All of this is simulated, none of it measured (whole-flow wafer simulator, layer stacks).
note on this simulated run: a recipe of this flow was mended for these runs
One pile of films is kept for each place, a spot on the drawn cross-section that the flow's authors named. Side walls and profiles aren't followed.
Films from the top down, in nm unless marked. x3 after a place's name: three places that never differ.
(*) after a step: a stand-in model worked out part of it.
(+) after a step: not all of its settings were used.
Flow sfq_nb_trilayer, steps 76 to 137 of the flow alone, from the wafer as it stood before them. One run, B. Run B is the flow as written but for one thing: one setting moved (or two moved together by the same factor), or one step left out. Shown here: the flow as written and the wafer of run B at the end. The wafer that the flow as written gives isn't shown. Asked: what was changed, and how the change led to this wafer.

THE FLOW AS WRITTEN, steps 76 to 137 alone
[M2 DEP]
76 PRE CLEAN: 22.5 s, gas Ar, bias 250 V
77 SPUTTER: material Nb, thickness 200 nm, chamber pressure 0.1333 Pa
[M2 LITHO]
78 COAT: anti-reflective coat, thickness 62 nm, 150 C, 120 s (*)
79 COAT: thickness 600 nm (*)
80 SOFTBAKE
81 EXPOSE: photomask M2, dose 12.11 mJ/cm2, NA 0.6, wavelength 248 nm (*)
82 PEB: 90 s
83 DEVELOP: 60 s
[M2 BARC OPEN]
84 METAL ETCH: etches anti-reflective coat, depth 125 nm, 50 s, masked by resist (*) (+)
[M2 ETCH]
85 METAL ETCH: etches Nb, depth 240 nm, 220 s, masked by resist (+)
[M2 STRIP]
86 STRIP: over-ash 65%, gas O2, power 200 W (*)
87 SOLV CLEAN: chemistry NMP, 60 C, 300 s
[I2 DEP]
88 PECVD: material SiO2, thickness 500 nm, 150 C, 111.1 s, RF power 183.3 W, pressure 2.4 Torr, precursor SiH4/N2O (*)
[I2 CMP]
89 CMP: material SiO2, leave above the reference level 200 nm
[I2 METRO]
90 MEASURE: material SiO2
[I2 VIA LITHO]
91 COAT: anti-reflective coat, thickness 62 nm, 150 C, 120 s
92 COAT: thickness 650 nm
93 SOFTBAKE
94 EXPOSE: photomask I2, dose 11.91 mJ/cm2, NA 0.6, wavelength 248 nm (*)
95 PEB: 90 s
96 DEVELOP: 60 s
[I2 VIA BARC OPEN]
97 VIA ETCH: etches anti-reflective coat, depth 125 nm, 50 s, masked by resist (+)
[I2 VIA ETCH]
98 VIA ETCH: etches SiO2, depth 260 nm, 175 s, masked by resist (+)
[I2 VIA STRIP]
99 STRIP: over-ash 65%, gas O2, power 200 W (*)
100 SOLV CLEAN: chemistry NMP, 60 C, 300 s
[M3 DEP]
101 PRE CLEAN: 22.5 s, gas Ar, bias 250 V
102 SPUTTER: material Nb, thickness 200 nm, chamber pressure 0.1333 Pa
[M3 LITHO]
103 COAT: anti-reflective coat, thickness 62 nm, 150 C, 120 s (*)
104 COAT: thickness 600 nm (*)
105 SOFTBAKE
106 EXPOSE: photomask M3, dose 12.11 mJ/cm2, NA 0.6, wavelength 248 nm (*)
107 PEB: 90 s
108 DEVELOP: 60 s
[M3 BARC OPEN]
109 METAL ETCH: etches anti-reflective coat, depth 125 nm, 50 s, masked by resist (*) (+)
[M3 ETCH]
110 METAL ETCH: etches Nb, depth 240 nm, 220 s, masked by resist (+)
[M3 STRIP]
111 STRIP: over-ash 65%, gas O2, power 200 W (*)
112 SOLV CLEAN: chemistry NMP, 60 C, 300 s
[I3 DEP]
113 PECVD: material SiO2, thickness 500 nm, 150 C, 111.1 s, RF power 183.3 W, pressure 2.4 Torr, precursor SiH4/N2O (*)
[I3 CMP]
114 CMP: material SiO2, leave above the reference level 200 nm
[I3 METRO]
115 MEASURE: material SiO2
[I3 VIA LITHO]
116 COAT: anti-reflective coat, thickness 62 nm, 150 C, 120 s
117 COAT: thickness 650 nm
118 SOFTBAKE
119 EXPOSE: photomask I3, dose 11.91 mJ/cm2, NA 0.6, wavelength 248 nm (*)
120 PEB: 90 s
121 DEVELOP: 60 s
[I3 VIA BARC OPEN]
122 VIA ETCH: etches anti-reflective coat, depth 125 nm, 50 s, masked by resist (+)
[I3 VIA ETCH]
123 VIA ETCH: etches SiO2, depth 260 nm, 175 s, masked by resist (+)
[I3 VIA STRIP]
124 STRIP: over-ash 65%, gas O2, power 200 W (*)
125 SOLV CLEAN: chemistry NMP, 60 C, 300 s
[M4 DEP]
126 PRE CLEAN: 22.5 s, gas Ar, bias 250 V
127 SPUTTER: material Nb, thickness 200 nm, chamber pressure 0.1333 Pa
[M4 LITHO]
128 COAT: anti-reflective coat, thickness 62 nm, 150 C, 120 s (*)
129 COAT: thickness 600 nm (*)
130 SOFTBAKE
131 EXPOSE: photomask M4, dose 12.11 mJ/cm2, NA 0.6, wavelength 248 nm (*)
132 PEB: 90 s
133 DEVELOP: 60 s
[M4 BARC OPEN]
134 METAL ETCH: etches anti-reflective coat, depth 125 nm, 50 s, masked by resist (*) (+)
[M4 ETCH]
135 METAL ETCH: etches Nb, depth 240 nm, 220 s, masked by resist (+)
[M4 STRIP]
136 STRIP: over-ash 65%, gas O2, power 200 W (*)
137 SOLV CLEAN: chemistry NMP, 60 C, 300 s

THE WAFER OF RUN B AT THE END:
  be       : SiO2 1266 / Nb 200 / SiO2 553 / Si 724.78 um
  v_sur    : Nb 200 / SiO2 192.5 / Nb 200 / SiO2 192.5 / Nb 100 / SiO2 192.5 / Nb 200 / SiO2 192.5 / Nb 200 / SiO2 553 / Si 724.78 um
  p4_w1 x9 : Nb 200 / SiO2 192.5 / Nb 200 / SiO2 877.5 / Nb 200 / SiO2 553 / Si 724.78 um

The cause: step 77, SPUTTER: thickness 100 nm was run, where the flow has thickness 200 nm.
It can be read off the wafer: v_sur has Nb 100, and step 77 as written asks for 200 nm.

How the change led to this, step by step:
  77 SPUTTER: material Nb, thickness 200 nm, chamber pressure 0.1333 Pa
      field_l, v_sur, via_wl and 102 more: Nb +100 (new film) (as written it would be: Nb +200 (new film))
      via_v: Nb +87.2 (as written it would be: Nb +172.8)
  78 COAT: anti-reflective coat, thickness 62 nm, 150 C, 120 s (*)
      via_v: anti-reflective coat +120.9 (new film) (as written it would be: anti-reflective coat +125.2 (new film))
      wire: anti-reflective coat +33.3 (new film) (as written it would be: anti-reflective coat +34.6 (new film))
  85 METAL ETCH: etches Nb, depth 240 nm, 220 s, masked by resist (+)
      field_l, be, be_sur and 81 more: Nb -100 (all of it), SiO2 -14 (as written it would be: Nb -200 (all of it), SiO2 -4)
  86 STRIP: over-ash 65%, gas O2, power 200 W (*)
      via_v: KrF-resist-other-grade -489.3 (all of it), anti-reflective coat -120.9 (all of it) (as written it would be: KrF-resist-other-grade -498 (all of it), anti-reflective coat -125.2 (all of it))
      wire: KrF-resist-other-grade -371.4 (all of it), anti-reflective coat -33.3 (all of it) (as written it would be: KrF-resist-other-grade -369.7 (all of it), anti-reflective coat -34.6 (all of it))
  88 PECVD: material SiO2, thickness 500 nm, 150 C, 111.1 s, RF power 183.3 W, pressure 2.4 Torr, precursor SiH4/N2O (*)
      via_v: SiO2 +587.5 (new film) (as written it would be: SiO2 +612.8 (new film))
  89 CMP: material SiO2, leave above the reference level 200 nm
      field_l, be, be_sur and 81 more: SiO2 -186 (as written it would be: SiO2 -96)
      via_v: SiO2 -170.7 (as written it would be: SiO2 -181.6)
